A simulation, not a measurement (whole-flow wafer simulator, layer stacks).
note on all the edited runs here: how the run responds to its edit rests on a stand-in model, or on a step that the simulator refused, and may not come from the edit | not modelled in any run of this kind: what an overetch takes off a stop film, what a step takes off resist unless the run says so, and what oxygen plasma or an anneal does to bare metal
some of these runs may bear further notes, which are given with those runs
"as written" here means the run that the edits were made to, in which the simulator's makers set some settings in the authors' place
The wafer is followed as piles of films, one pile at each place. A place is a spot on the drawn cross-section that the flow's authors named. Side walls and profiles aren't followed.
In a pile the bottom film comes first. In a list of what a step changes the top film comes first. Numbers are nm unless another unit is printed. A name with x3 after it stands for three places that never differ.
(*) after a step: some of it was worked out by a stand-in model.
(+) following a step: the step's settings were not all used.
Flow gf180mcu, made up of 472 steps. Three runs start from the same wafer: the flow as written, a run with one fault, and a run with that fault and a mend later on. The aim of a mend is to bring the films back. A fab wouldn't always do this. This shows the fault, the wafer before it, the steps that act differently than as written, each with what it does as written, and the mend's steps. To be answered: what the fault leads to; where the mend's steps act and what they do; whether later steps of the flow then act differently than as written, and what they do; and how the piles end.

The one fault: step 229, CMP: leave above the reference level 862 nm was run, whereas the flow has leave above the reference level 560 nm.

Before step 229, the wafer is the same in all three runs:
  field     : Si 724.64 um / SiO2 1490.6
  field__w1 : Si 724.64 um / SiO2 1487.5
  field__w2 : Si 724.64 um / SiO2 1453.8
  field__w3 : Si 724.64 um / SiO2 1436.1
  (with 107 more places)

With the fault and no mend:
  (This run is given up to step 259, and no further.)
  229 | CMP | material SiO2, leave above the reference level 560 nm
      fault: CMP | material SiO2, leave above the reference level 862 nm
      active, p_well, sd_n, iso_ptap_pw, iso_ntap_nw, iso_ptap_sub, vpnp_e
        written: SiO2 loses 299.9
        fault: nothing
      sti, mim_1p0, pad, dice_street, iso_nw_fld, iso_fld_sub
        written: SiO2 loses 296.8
        fault: nothing
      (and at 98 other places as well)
  Steps later in the flow that act otherwise than as written (not shown: 5 more steps that differ only slightly, by at most 2% or 0.5 nm, whichever is larger):
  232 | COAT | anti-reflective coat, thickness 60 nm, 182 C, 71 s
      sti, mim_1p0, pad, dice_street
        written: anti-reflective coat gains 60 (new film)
        fault: anti-reflective coat gains 50.6 (new film)
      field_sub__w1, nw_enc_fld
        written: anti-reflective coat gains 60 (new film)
        fault: anti-reflective coat gains 61.6 (new film)
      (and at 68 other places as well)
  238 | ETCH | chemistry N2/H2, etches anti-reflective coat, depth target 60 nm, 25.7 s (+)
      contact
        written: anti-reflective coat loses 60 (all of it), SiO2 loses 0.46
        fault: anti-reflective coat loses 65.7 (all of it), SiO2 loses 0.31
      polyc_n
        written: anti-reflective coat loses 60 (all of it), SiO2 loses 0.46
        fault: anti-reflective coat loses 50.4 (all of it), SiO2 loses 0.71
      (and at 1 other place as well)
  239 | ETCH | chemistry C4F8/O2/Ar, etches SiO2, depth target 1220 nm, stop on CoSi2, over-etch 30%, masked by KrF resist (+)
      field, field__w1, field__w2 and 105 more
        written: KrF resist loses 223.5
        fault: KrF resist loses 244
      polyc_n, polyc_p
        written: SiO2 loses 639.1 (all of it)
        fault: SiO2 loses 940.8 (all of it)
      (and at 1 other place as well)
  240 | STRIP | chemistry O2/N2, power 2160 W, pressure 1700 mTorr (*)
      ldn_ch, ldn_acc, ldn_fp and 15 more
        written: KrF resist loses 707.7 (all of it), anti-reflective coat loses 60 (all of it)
        fault: KrF resist loses 687.2 (all of it), anti-reflective coat loses 60 (all of it)
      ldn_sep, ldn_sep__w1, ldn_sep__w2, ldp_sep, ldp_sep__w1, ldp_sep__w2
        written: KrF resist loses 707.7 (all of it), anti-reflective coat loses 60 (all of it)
        fault: KrF resist loses 687.2 (all of it), anti-reflective coat loses 59.9 (all of it)
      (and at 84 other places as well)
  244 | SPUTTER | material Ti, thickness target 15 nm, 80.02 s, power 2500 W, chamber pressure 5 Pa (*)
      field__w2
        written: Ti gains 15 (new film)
        fault: Ti gains 14.1 (new film)
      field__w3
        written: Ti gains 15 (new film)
        fault: Ti gains 14.2 (new film)
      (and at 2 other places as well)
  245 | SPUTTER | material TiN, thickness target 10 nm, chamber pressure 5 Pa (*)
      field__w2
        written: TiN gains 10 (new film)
        fault: TiN gains 9.35 (new film)
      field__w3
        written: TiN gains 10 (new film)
        fault: TiN gains 9.48 (new film)
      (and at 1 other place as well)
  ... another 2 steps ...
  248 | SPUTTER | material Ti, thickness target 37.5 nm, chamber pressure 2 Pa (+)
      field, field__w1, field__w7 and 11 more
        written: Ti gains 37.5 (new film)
        fault: Ti gains 37.5
  Once step 259 is done, the piles at field, field__w1, field__w2 and 108 more depart from the flow's by more than 2% or 0.5 nm, whichever is larger.
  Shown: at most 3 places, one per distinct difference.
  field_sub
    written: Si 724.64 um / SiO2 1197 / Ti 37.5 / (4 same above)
    fault: Si 724.64 um / SiO2 1465.9 / Ti 15 / TiN 10 / W 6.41 / Ti 37.5 / (4 same above)
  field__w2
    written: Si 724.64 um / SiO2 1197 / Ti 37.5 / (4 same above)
    fault: Si 724.64 um / SiO2 1450.4 / Ti 14.1 / TiN 9.35 / W 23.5 / Ti 37.5 / (4 same above)
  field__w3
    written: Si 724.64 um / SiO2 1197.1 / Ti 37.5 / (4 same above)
    fault: Si 724.64 um / SiO2 1432.6 / Ti 14.2 / TiN 9.48 / W 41 / Ti 37.5 / (4 same above)

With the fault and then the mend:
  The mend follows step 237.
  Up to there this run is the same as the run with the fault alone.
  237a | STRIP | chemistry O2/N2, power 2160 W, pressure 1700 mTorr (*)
      ldn_ch, ldn_acc, ldn_fp and 15 more
        KrF resist loses 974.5 (all of it), anti-reflective coat loses 60 (all of it)
      ldn_sep, ldn_sep__w1, ldn_sep__w2, ldp_sep, ldp_sep__w1, ldp_sep__w2
        KrF resist loses 974.5 (all of it), anti-reflective coat loses 59.9 (all of it)
      sti, mim_1p0, pad, dice_street
        KrF resist loses 978.2 (all of it), anti-reflective coat loses 50.6 (all of it)
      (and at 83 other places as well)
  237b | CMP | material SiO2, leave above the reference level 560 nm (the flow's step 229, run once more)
      field__w5, field__w9, field__w13 and 57 more
        SiO2 loses 302
      active, p_well, sd_n, iso_ptap_pw, iso_ntap_nw, iso_ptap_sub, vpnp_e
        SiO2 loses 299.9
      sti, mim_1p0, pad, dice_street, iso_nw_fld, iso_fld_sub
        SiO2 loses 296.8
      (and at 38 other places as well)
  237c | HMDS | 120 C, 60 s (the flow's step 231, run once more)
      leaves every film unchanged at each place that is followed
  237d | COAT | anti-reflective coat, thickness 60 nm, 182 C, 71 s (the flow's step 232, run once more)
      field, field__w1, field__w2 and 108 more
        anti-reflective coat gains 60 (new film)
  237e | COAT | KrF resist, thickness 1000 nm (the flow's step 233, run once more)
      field, field__w1, field__w2 and 108 more
        KrF resist gains 1000 (new film)
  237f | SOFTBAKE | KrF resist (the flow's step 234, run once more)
      leaves every film unchanged at each place that is followed
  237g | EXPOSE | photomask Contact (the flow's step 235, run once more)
      leaves every film unchanged at each place that is followed
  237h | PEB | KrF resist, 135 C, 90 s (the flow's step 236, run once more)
      field, field__w1, field__w2 and 108 more
        KrF resist loses 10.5
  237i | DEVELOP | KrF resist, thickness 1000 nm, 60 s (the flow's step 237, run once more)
      field, field__w1, field__w2 and 105 more
        KrF resist loses 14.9
      contact, polyc_n, polyc_p
        KrF resist loses 989.5 (all of it)
  None of the later steps of the flow acts differently than as written at any place that is followed.
  By the end, the piles equal the flow's at every place that both follow.
